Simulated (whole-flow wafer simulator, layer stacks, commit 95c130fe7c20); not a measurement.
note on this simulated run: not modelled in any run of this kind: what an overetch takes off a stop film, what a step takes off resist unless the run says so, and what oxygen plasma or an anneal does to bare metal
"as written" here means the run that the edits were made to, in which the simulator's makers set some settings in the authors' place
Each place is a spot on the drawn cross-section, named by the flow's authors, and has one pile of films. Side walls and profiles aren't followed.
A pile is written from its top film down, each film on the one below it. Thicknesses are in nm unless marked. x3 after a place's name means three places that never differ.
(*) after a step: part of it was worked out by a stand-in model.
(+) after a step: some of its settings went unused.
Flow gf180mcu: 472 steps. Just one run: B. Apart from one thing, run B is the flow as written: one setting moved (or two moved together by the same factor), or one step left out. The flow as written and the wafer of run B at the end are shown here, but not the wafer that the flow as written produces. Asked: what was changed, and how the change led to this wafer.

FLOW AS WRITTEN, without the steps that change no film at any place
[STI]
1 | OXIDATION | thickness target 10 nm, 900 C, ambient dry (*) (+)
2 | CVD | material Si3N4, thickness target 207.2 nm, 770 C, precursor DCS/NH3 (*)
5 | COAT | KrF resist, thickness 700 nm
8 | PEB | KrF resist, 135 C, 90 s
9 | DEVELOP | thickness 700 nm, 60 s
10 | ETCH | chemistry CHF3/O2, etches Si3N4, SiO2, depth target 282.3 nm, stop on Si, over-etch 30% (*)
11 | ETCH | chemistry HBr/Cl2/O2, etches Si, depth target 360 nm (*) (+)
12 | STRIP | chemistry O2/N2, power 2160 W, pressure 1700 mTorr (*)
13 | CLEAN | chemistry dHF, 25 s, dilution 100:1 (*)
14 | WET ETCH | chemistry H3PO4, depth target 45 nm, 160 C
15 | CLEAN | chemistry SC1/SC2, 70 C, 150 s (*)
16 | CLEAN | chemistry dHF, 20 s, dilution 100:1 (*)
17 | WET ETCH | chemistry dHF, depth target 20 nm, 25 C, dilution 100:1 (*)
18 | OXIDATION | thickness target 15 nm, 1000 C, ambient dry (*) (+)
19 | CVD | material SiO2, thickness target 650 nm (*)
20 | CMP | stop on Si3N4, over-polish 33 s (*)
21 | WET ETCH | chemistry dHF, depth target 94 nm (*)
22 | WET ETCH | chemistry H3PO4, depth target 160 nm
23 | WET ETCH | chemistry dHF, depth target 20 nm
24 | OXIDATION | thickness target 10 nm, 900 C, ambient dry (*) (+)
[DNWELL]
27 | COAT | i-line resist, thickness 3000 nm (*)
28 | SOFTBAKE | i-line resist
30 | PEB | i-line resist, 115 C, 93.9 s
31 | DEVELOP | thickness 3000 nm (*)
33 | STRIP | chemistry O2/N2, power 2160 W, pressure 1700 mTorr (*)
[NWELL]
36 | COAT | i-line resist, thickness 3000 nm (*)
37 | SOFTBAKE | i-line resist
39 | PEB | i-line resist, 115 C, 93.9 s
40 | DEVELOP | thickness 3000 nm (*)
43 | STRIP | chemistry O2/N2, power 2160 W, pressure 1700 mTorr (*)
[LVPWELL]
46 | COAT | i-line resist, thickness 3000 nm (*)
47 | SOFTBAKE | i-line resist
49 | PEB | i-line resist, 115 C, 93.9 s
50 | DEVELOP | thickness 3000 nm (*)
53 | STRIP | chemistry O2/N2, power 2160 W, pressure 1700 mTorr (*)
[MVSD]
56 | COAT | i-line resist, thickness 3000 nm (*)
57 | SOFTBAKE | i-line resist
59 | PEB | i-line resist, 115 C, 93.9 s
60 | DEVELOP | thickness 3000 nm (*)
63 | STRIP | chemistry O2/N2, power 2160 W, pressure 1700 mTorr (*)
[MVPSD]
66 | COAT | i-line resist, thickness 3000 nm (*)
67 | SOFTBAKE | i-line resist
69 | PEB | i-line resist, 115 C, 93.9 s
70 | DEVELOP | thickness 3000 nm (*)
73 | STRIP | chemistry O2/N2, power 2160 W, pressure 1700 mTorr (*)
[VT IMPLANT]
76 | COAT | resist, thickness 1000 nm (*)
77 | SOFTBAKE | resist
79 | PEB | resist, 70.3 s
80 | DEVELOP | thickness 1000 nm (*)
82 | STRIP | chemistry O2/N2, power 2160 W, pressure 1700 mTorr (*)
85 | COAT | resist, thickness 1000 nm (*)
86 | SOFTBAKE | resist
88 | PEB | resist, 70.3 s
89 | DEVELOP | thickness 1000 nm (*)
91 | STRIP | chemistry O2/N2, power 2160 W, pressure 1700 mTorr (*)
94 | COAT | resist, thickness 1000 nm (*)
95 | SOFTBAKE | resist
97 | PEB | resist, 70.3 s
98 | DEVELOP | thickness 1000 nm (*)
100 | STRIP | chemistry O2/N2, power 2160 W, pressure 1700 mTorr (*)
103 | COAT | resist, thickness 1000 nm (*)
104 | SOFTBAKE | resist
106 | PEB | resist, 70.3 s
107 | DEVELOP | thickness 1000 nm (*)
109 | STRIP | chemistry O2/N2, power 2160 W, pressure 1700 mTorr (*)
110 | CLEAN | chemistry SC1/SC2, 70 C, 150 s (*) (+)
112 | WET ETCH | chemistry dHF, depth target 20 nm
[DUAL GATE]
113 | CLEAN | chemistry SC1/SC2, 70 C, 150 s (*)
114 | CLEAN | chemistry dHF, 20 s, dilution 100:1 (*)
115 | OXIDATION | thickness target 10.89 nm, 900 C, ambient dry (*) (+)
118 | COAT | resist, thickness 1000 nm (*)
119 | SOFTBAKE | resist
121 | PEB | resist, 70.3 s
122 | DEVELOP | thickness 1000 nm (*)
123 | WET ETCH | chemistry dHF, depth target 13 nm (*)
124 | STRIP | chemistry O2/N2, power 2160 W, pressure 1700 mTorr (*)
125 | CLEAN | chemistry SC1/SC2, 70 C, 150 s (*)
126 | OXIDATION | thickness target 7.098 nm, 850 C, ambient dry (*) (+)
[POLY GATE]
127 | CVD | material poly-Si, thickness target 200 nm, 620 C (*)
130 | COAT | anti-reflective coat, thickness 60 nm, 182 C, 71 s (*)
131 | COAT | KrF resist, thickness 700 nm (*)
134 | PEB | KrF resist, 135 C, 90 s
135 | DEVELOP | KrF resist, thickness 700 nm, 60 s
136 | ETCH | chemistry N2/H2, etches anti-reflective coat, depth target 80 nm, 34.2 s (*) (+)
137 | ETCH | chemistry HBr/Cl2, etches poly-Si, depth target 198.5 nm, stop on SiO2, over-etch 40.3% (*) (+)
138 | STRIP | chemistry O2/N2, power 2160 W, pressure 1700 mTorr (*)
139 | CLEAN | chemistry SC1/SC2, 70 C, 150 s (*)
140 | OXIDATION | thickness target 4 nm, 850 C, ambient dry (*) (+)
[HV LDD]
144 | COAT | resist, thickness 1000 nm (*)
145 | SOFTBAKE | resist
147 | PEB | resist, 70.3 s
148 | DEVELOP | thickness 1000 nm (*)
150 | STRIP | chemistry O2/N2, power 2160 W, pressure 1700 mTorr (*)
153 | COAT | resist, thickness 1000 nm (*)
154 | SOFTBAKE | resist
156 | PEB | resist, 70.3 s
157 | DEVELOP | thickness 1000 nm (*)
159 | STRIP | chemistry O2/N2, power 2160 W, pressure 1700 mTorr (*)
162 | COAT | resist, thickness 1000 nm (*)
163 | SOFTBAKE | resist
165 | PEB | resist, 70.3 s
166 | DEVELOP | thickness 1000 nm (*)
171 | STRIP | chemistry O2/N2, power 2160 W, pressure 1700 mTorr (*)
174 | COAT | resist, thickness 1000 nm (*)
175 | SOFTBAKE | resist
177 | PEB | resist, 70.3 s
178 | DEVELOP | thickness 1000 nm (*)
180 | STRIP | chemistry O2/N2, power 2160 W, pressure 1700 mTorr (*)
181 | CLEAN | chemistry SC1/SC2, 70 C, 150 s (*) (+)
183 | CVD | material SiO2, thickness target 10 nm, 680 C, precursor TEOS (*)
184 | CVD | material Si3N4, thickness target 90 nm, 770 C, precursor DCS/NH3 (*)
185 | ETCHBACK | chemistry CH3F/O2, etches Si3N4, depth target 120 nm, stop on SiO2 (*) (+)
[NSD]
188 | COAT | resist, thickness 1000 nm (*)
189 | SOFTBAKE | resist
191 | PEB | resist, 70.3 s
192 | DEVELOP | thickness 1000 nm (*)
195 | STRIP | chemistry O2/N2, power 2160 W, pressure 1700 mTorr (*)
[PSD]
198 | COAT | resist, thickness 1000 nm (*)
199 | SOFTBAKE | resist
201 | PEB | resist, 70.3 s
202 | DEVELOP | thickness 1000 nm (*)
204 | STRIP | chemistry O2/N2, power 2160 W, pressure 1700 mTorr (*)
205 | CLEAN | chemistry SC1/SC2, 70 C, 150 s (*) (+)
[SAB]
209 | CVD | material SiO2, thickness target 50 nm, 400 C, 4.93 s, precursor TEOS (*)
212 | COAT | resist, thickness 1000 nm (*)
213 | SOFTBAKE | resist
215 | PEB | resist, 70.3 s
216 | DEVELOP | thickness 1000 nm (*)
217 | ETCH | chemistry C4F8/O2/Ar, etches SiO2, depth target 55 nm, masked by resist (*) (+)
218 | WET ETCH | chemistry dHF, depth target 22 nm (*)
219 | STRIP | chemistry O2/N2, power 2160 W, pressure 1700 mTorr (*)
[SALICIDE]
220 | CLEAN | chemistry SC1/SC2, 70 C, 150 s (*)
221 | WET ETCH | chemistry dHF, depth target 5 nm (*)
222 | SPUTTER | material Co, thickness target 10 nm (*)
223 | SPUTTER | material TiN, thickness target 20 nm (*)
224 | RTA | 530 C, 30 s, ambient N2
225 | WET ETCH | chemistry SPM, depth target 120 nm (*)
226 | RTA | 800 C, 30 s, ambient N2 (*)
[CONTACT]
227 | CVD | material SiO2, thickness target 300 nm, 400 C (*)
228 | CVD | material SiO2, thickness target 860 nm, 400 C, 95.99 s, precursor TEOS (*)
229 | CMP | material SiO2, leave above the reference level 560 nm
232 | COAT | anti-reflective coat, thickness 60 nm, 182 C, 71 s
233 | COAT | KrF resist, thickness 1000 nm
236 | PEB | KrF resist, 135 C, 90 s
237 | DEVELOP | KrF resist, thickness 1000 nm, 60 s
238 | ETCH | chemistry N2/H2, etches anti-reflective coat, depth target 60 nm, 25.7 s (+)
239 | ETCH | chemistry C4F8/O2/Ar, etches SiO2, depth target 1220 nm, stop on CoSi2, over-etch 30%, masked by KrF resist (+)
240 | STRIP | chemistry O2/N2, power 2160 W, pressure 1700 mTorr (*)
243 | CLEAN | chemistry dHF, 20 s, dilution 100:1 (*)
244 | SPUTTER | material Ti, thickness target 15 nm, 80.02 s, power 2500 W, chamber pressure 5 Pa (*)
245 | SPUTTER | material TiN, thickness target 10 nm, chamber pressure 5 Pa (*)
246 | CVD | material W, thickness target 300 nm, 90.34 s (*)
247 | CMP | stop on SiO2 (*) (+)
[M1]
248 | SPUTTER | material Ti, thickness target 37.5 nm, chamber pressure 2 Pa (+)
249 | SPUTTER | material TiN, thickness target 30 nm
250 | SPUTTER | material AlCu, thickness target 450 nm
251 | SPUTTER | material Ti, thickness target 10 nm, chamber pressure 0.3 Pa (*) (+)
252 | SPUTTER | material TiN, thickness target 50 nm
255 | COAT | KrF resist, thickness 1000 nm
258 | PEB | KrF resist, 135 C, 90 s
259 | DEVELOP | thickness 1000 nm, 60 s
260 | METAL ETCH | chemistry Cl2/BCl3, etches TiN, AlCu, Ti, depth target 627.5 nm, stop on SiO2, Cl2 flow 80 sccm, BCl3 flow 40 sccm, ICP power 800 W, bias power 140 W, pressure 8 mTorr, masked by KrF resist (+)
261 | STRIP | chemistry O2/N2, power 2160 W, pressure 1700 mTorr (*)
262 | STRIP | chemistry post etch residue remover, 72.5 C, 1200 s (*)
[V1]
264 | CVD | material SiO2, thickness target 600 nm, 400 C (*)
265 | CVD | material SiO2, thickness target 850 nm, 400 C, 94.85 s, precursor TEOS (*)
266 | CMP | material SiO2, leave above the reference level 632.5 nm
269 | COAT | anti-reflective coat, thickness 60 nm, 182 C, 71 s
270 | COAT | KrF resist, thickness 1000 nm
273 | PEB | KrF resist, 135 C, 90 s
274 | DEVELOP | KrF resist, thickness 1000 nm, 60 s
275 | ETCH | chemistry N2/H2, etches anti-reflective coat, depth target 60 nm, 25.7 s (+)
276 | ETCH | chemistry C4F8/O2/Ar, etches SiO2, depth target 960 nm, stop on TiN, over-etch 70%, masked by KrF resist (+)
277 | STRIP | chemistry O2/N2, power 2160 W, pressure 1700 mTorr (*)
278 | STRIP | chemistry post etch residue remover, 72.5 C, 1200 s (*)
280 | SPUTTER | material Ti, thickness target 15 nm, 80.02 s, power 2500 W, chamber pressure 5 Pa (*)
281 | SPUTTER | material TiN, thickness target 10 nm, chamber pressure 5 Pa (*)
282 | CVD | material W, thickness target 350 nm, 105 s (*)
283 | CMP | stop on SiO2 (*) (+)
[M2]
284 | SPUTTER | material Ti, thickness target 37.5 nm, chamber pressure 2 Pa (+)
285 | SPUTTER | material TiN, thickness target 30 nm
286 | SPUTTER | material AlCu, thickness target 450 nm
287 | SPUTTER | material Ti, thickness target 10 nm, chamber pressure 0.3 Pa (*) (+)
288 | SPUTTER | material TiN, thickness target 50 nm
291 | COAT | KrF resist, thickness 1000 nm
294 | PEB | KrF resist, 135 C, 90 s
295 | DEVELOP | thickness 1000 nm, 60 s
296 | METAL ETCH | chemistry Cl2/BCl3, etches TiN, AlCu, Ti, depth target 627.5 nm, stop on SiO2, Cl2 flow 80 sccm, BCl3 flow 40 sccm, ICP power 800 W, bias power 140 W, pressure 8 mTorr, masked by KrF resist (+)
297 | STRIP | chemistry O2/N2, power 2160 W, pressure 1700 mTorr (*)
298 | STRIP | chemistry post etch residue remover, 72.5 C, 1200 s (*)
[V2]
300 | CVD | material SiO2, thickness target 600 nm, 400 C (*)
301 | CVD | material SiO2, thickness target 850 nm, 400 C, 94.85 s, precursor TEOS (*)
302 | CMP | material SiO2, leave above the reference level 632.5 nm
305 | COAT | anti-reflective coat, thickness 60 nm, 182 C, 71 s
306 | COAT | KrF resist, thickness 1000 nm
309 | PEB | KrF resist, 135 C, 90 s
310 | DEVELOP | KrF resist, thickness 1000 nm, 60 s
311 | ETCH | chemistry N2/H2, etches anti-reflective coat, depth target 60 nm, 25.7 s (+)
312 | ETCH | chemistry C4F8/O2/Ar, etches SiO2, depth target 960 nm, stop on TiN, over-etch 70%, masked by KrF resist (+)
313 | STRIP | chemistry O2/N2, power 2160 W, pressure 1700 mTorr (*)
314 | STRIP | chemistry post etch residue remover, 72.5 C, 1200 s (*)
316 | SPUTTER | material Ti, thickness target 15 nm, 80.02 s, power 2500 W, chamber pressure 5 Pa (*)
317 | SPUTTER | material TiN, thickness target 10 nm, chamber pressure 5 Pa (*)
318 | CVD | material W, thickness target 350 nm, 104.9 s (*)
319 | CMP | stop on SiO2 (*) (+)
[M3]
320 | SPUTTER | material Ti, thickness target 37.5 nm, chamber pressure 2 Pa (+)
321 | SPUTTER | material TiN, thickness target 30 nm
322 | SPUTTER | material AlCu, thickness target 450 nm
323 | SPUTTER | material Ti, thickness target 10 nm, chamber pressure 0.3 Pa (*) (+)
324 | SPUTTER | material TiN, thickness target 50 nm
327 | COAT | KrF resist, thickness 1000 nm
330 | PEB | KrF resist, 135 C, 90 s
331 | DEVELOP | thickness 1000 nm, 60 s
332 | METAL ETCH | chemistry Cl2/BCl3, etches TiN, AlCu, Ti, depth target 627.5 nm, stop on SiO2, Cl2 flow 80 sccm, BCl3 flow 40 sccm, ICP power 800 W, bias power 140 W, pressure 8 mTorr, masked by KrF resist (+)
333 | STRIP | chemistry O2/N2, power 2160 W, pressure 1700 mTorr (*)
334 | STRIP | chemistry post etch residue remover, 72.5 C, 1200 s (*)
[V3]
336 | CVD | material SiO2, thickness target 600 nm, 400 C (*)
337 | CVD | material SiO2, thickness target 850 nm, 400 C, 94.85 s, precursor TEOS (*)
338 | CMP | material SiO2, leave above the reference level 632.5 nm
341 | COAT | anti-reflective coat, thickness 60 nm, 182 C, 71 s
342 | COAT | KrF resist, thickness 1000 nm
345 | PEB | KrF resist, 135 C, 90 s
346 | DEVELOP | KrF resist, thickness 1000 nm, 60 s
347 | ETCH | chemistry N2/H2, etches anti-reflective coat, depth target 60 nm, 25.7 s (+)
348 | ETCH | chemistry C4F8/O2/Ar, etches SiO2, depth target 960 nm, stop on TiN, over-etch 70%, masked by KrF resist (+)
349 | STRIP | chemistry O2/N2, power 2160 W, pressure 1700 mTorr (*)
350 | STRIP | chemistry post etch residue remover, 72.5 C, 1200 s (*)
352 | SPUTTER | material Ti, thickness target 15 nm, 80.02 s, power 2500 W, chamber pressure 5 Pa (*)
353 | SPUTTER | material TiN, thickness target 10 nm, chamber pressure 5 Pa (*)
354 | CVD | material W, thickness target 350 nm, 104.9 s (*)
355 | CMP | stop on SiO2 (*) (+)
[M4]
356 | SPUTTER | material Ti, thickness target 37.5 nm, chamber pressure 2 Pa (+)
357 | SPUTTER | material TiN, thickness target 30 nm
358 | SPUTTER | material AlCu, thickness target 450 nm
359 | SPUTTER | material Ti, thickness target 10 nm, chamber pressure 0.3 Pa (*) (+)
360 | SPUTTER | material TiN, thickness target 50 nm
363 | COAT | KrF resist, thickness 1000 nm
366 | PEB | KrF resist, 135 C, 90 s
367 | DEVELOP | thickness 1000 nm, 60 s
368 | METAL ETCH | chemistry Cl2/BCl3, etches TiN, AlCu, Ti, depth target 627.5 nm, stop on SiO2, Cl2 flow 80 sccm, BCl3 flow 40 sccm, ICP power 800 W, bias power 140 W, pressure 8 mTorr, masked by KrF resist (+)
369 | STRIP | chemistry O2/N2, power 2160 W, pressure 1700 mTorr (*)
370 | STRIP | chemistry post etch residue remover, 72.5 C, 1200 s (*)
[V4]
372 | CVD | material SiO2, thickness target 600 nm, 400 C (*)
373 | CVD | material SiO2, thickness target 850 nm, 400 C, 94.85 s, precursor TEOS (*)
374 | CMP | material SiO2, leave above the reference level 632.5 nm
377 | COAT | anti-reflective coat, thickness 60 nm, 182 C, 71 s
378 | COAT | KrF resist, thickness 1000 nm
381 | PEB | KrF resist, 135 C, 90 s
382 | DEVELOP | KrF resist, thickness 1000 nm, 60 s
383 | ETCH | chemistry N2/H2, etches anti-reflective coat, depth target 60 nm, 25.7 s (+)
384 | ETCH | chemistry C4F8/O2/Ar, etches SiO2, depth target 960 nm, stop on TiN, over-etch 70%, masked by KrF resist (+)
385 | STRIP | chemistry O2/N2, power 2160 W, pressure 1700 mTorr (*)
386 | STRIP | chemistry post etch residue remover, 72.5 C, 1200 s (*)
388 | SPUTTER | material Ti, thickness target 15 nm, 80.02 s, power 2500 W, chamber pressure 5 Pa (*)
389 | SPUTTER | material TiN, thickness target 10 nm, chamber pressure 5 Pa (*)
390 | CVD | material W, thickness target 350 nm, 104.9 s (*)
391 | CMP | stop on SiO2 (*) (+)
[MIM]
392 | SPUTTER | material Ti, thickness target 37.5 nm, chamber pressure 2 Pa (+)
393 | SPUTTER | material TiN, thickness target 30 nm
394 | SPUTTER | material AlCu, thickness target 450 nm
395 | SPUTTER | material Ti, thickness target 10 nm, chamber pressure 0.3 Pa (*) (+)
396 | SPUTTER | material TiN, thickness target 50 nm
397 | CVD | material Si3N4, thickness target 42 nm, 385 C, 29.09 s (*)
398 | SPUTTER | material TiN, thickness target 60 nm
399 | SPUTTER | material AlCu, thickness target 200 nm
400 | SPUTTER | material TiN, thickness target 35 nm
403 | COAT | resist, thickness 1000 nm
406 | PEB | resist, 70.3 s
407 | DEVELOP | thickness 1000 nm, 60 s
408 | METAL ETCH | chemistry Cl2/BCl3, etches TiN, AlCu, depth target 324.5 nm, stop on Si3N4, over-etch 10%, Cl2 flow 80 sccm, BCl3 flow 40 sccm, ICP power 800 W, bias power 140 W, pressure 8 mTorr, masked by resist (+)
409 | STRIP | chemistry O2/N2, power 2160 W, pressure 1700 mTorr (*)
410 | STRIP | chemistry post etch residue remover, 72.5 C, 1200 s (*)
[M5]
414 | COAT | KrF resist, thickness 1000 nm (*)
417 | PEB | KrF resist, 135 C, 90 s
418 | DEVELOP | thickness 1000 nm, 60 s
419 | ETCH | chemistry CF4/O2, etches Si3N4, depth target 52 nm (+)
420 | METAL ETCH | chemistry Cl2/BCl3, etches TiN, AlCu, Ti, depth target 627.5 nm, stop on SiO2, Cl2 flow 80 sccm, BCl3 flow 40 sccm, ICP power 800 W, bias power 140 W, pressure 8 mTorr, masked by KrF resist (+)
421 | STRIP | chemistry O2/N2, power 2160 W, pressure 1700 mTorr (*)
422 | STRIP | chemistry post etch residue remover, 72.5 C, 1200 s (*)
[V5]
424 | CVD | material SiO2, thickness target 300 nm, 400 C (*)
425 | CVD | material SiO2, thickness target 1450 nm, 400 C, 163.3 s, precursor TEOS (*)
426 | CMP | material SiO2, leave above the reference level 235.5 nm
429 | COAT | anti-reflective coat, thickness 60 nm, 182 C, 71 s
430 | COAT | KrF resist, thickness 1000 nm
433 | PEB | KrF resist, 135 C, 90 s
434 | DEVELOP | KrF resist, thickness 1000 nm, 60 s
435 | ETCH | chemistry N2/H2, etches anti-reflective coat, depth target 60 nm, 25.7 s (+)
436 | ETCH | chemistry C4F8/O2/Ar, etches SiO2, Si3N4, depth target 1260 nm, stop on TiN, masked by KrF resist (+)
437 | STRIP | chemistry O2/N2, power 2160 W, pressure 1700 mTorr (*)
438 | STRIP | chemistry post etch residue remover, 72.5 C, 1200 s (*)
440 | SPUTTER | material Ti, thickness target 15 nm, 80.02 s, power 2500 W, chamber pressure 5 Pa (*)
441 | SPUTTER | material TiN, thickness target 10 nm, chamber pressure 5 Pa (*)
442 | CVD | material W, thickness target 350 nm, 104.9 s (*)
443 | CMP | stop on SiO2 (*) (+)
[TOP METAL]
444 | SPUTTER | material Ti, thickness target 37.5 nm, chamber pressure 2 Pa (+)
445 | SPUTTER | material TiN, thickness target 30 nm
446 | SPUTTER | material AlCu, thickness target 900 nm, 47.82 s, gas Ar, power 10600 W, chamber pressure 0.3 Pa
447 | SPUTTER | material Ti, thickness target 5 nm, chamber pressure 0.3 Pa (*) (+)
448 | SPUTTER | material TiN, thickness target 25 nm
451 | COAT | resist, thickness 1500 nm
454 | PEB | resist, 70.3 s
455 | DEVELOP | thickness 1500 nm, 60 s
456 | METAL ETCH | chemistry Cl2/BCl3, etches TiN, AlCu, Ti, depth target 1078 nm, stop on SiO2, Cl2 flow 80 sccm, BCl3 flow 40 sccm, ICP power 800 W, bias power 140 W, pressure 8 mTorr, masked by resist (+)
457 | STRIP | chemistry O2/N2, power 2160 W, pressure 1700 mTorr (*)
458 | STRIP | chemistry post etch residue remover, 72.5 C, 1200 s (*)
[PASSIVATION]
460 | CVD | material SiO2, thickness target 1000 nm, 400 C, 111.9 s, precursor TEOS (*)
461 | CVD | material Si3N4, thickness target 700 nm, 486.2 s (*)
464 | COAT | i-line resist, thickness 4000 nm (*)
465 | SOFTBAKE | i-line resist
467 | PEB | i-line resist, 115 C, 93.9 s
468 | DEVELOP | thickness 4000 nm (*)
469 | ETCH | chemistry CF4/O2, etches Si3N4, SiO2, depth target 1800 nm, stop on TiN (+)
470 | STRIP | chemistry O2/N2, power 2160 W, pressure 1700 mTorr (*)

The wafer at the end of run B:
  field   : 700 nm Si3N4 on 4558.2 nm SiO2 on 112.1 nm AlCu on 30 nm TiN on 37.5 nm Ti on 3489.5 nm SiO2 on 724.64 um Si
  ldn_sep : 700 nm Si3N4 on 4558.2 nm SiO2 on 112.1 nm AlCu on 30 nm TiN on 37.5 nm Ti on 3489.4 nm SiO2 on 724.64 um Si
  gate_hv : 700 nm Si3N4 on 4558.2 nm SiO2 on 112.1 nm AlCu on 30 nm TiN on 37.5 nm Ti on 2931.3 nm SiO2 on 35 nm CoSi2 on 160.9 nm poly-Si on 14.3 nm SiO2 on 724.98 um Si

The reason: step 332, METAL ETCH: depth target 392.2 nm was run, whereas the flow has depth target 627.5 nm.

Step by step, how the change led to this:
  332 | METAL ETCH | chemistry Cl2/BCl3, etches TiN, AlCu, Ti, depth target 627.5 nm, stop on SiO2, Cl2 flow 80 sccm, BCl3 flow 40 sccm, ICP power 800 W, bias power 140 W, pressure 8 mTorr, masked by KrF resist (+)
      field, field__w1, field__w2 and 103 more: TiN loses 50 (all of it), Ti loses 10 (all of it), AlCu loses 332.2 (it would be, as written: TiN loses 50 (all of it), Ti loses 10 (all of it), AlCu loses 450 (all of it), TiN loses 30 (all of it), Ti loses 37.5 (all of it))
      field__w8, contact, m1, m1__w1, m1_nw: KrF resist loses 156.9 (it would be, as written: KrF resist loses 251)
  333 | STRIP | chemistry O2/N2, power 2160 W, pressure 1700 mTorr (*)
      field__w8, contact, m1, m1__w1, m1_nw: KrF resist loses 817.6 (all of it) (it would be, as written: KrF resist loses 723.5 (all of it))
  334 | STRIP | chemistry post etch residue remover, 72.5 C, 1200 s (*)
      field, field__w1, field__w2 and 103 more: AlCu loses 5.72 (it would be, as written: nothing)
  336 | CVD | material SiO2, thickness target 600 nm, 400 C (*)
      field, field__w1, field__w2 and 103 more: SiO2 gains 600 (new film) (it would be, as written: SiO2 gains 600)
  338 | CMP | material SiO2, leave above the reference level 632.5 nm
      field, field__w1, field__w2 and 103 more: SiO2 loses 479.6 (it would be, as written: SiO2 loses 300)
Taking metal films that touch as one body, field has 1 body; the flow as written gives 0 bodies.
Taking metal films that touch as one body, ldn_sep has 1 body; the flow as written gives 0 bodies.
Taking metal films that touch as one body, gate_hv has 2 bodies (between them, from the top down: SiO2 2931.3); the flow as written gives 1 body.
